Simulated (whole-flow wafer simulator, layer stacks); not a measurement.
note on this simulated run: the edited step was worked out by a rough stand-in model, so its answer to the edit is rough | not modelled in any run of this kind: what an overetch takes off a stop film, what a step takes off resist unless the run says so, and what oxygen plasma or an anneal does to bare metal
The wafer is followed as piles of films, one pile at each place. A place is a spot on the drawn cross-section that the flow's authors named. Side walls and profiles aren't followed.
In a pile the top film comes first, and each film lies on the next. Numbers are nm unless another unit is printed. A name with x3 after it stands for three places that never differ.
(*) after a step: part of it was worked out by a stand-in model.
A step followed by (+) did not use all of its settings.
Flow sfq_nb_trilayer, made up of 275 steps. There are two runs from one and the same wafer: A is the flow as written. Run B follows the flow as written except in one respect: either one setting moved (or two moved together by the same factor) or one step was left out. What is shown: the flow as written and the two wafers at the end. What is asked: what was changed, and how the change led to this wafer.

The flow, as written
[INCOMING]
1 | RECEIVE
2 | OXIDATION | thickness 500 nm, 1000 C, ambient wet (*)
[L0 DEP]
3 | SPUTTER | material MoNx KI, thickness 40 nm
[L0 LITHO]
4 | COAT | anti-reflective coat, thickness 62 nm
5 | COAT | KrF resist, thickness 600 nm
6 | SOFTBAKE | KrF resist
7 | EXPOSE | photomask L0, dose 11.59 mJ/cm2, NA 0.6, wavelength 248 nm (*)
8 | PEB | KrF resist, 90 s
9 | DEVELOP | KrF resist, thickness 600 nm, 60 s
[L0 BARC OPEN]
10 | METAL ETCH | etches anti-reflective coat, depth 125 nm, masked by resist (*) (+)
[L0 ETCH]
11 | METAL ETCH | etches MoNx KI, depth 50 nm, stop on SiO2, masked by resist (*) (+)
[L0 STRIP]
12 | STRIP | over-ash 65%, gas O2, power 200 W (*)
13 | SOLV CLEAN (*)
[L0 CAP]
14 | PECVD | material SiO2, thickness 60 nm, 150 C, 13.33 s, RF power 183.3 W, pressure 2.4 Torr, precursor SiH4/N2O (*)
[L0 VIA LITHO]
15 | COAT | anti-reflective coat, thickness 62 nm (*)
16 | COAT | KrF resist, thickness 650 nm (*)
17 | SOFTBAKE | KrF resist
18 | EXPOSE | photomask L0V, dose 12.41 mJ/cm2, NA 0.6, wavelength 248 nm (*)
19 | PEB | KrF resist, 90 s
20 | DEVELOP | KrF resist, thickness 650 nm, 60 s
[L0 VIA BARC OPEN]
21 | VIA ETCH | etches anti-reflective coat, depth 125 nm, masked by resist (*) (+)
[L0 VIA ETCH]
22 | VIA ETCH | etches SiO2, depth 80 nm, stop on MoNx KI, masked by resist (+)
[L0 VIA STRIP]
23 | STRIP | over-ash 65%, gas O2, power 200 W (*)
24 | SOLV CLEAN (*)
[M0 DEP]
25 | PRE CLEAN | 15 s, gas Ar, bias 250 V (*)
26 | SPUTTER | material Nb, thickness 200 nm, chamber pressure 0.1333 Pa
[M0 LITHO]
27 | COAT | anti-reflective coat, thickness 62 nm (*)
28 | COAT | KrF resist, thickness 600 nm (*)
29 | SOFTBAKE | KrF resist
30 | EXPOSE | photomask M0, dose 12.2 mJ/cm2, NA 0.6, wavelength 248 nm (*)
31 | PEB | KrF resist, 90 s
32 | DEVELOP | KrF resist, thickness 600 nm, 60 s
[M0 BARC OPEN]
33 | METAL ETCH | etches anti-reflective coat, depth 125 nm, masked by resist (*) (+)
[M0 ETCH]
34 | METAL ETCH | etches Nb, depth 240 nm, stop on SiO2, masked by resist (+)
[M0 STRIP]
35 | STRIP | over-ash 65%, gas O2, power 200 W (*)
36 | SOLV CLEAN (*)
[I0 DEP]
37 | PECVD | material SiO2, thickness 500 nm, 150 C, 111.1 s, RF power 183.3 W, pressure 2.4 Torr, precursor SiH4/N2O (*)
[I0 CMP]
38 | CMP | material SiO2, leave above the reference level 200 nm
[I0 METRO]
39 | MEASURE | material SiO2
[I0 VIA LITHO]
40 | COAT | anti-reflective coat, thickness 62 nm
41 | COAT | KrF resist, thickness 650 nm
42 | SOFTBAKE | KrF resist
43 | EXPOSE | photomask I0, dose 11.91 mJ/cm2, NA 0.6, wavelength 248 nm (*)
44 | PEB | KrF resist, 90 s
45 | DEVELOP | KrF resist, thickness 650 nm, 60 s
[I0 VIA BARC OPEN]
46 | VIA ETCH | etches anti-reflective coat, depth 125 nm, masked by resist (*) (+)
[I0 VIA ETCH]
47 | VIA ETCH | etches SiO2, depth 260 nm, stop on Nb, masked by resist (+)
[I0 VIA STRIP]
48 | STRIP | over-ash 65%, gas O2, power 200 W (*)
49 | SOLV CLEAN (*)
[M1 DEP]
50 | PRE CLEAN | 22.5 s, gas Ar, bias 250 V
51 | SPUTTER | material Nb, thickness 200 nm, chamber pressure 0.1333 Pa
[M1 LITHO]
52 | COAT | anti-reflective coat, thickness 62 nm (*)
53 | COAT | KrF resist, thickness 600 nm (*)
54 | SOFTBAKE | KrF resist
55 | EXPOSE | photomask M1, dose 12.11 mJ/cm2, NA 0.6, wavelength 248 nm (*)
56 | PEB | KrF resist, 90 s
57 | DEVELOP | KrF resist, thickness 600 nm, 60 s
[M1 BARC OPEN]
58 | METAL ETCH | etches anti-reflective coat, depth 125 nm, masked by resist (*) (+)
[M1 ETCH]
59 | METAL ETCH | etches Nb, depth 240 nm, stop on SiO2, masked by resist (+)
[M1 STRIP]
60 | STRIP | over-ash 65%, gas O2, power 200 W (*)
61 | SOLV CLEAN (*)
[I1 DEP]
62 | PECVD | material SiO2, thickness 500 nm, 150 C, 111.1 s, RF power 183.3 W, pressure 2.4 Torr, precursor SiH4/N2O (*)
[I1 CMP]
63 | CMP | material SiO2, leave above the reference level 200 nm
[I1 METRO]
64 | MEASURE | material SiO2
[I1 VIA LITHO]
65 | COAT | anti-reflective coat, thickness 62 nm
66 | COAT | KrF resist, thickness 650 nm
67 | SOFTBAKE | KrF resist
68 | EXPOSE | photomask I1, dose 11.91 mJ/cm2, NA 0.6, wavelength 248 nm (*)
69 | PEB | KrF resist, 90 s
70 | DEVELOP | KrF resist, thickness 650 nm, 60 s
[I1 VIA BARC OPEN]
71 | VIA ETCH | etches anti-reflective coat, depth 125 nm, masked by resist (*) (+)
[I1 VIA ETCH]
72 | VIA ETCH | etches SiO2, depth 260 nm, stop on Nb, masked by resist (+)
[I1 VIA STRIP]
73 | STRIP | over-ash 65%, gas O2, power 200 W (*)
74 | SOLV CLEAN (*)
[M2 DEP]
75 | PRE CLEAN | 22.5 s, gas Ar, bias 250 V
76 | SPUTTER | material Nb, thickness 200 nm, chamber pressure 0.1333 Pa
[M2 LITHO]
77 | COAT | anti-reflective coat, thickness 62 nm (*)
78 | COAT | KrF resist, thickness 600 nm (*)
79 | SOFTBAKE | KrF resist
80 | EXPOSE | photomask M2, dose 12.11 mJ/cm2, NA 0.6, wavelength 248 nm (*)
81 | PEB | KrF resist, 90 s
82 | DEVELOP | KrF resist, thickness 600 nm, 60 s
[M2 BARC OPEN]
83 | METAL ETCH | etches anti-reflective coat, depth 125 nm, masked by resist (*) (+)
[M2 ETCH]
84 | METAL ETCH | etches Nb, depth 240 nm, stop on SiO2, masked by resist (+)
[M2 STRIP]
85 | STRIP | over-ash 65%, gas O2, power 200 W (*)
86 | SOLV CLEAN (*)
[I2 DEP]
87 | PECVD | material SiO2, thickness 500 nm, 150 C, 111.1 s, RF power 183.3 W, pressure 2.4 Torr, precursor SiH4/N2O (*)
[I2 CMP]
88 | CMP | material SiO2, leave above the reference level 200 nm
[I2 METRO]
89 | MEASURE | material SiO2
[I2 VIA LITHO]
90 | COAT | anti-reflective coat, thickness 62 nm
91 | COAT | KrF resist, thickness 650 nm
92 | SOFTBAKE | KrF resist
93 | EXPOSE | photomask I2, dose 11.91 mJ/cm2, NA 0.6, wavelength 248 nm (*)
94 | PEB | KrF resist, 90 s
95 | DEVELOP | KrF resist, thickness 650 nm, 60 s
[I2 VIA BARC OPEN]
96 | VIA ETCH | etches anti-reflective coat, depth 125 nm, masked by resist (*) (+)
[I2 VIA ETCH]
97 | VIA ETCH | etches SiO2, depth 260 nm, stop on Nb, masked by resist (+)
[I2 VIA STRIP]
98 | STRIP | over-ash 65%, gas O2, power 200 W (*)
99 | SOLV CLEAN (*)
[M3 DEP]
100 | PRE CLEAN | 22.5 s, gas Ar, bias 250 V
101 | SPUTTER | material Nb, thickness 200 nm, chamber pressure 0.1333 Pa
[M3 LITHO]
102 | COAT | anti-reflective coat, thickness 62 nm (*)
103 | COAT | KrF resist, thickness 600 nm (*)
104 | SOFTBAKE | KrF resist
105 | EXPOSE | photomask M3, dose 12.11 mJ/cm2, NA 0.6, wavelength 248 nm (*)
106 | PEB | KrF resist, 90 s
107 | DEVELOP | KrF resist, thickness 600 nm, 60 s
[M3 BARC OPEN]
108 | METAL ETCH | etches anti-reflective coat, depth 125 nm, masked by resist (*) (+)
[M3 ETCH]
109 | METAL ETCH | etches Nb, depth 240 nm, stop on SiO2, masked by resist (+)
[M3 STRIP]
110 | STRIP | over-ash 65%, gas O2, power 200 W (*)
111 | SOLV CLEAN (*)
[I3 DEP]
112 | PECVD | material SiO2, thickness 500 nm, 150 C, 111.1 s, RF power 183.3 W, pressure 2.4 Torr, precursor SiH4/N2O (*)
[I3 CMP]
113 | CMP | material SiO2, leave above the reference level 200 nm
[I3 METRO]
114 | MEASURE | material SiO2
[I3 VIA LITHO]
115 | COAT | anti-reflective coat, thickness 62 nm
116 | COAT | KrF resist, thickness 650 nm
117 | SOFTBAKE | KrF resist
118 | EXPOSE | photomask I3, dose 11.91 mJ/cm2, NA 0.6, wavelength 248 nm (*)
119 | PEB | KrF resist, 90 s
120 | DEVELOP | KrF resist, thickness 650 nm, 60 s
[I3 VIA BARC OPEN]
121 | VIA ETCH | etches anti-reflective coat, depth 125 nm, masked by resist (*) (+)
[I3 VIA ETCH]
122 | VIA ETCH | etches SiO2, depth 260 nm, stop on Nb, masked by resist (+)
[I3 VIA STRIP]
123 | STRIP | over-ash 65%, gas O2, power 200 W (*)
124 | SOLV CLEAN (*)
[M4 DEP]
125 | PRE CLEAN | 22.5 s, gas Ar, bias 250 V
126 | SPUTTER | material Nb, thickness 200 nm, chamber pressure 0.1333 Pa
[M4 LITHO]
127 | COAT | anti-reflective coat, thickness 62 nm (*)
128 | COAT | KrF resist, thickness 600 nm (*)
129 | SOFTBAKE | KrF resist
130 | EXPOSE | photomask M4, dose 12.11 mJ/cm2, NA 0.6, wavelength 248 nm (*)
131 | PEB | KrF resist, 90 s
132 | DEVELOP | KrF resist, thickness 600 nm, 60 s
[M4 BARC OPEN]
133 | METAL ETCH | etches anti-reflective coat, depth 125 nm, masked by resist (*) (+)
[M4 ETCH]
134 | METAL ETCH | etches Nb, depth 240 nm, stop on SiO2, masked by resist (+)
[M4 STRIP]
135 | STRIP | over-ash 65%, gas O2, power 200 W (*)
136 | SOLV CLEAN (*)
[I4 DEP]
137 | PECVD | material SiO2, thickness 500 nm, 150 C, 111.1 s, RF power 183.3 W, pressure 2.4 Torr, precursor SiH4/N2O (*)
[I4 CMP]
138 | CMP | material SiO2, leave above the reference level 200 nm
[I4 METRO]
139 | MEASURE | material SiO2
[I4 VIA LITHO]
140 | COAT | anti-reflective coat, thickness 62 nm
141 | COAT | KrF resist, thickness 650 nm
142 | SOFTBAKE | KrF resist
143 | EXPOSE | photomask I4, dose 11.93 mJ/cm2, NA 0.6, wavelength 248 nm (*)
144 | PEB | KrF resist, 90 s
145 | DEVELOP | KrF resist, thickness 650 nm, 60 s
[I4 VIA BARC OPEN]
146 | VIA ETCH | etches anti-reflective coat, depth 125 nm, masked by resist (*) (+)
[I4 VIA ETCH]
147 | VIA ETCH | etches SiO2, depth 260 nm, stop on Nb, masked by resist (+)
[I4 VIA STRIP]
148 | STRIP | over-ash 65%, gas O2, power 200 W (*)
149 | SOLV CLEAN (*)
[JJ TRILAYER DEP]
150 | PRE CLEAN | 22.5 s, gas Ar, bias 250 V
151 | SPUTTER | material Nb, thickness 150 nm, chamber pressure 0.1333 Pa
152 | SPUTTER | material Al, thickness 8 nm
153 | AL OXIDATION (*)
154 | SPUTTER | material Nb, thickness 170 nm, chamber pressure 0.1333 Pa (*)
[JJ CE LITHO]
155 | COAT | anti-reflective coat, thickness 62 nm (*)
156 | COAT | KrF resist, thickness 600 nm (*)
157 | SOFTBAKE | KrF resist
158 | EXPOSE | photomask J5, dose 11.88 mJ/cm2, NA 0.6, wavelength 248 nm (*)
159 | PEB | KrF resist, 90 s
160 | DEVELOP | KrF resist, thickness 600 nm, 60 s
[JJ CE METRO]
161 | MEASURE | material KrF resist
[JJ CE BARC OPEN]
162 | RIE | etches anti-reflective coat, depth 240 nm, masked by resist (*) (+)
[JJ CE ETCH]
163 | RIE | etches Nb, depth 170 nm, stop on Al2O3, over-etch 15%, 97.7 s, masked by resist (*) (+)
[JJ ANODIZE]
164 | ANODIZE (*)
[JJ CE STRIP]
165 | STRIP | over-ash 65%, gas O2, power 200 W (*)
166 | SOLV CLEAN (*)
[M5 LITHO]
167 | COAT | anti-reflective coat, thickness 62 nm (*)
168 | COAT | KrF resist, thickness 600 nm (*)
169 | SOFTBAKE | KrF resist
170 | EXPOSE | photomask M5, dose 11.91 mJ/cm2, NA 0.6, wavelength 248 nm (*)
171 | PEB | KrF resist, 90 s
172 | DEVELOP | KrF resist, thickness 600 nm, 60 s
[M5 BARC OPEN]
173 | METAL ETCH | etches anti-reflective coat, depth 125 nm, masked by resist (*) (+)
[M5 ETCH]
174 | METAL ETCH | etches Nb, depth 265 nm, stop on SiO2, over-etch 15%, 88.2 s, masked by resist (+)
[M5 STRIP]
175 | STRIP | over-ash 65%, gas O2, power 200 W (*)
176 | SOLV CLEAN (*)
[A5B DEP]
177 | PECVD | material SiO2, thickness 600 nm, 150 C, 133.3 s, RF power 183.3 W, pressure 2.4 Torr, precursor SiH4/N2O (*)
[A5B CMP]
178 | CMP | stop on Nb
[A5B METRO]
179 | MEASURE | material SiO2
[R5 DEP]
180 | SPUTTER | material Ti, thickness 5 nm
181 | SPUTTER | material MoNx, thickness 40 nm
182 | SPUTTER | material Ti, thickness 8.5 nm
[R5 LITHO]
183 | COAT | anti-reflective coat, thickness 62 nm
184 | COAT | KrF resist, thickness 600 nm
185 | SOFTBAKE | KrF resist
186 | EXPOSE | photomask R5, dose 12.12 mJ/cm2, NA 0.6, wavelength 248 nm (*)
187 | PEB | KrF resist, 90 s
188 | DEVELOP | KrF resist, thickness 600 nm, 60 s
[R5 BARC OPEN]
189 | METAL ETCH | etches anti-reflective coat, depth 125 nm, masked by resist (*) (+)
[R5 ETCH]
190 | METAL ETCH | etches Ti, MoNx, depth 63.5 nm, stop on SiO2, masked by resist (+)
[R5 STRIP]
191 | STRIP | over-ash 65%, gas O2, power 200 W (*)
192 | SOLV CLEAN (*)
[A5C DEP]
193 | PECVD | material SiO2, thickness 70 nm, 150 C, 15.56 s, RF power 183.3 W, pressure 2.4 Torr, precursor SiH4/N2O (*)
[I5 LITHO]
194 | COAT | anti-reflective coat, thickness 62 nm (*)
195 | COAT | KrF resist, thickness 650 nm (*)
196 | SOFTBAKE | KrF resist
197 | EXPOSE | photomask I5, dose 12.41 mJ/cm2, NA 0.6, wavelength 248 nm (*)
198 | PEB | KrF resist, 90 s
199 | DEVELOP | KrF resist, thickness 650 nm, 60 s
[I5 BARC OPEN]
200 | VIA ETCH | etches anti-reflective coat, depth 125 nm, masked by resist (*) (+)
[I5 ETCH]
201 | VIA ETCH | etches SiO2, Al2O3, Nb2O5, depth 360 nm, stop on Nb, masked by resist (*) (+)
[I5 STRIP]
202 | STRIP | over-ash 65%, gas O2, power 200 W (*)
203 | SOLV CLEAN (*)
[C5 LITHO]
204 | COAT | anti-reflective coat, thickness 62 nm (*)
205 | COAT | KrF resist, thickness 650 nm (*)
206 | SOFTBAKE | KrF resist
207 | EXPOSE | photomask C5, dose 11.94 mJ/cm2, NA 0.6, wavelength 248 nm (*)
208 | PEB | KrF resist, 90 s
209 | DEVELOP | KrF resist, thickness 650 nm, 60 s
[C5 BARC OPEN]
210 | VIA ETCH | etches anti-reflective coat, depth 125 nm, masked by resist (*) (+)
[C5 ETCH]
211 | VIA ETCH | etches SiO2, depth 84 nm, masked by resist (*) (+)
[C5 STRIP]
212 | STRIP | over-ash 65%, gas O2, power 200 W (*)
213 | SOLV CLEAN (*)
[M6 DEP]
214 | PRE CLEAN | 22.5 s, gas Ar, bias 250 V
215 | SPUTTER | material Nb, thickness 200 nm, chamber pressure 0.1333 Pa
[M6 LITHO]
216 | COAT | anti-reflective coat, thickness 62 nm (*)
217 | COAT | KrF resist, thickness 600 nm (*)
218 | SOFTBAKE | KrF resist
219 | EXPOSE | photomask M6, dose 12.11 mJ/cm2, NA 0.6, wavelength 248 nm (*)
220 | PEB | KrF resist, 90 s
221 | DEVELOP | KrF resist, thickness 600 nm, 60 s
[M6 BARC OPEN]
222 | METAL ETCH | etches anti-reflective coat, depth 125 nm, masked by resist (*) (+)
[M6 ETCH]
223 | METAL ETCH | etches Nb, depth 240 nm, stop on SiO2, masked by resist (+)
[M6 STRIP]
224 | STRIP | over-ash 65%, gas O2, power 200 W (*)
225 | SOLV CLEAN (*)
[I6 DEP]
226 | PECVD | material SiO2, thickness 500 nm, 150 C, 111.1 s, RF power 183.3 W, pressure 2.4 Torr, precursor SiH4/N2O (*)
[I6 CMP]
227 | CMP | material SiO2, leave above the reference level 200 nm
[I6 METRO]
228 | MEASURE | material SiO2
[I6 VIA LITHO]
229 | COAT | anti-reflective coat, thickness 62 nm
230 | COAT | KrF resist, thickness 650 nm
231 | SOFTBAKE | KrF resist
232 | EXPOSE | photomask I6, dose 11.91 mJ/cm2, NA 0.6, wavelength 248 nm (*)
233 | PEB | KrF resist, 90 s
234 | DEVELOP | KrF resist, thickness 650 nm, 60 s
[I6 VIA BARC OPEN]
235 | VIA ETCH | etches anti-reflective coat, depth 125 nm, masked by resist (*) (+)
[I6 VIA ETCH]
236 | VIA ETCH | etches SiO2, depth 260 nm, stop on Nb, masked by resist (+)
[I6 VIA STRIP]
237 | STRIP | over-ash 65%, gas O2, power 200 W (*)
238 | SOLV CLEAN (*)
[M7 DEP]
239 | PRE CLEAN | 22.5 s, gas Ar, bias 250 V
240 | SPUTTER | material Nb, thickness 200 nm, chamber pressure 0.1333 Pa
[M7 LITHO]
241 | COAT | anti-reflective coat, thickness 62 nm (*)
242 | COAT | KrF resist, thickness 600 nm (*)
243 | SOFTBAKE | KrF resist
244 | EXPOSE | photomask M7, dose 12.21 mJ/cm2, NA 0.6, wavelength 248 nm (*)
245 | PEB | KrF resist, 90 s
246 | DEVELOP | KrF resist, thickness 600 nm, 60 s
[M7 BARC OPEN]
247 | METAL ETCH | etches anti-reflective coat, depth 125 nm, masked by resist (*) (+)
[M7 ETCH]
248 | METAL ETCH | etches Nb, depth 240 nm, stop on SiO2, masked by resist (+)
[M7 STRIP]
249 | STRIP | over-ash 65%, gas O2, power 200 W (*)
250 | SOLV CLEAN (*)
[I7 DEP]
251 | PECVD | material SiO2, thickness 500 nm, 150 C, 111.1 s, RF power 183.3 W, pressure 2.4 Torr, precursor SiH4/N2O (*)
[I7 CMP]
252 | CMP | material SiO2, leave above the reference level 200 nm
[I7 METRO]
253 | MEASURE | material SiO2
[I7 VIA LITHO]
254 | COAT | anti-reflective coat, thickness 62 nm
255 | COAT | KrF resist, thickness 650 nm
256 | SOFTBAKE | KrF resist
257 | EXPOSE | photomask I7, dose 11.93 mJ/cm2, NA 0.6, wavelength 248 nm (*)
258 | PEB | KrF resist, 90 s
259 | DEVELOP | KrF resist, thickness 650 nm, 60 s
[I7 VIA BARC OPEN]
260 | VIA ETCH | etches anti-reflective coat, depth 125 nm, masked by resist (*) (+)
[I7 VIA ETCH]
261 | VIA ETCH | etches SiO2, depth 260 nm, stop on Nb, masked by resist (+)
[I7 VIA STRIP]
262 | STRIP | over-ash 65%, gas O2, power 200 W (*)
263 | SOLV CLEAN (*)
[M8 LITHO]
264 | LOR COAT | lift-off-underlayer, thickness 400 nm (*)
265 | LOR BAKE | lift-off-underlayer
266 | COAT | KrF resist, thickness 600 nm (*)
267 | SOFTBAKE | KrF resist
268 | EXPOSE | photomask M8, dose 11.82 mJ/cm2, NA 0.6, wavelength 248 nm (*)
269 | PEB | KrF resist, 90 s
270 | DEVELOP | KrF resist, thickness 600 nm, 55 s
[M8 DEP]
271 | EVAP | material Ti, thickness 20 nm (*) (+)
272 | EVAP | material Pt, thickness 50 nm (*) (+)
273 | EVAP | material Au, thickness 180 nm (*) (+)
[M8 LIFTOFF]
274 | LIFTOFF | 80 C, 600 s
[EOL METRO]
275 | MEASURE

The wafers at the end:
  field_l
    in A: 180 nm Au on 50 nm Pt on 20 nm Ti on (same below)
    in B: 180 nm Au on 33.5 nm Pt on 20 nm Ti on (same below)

The reason: step 272, EVAP: thickness 33.5 nm was run, though the flow has thickness 50 nm.
One can read it off the wafer: field_l has Pt 33.5, and step 272 as written asks for 50 nm.

The path from the change to this, step by step:
  272 | EVAP | material Pt, thickness 50 nm (*) (+)
      field_l, v_sur, via_wl and 103 more: A Pt gains 50 (new film) | B Pt gains 33.5 (new film)
  274 | LIFTOFF | 80 C, 600 s
      p4_fl, p4_fm, p4_w1 and 71 more: A Au loses 180 (all of it), Pt loses 50 (all of it), Ti loses 20 (all of it), KrF resist loses 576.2 (all of it), lift-off-underlayer loses 400 (all of it) | B Au loses 180 (all of it), Pt loses 33.5 (all of it), Ti loses 20 (all of it), KrF resist loses 576.2 (all of it), lift-off-underlayer loses 400 (all of it)
      c5j, ce_r: A Au loses 180 (all of it), Pt loses 50 (all of it), Ti loses 20 (all of it), KrF resist loses 573.3 (all of it), lift-off-underlayer loses 399.3 (all of it) | B Au loses 180 (all of it), Pt loses 33.5 (all of it), Ti loses 20 (all of it), KrF resist loses 573.3 (all of it), lift-off-underlayer loses 399.3 (all of it)
      (also at 19 further places)
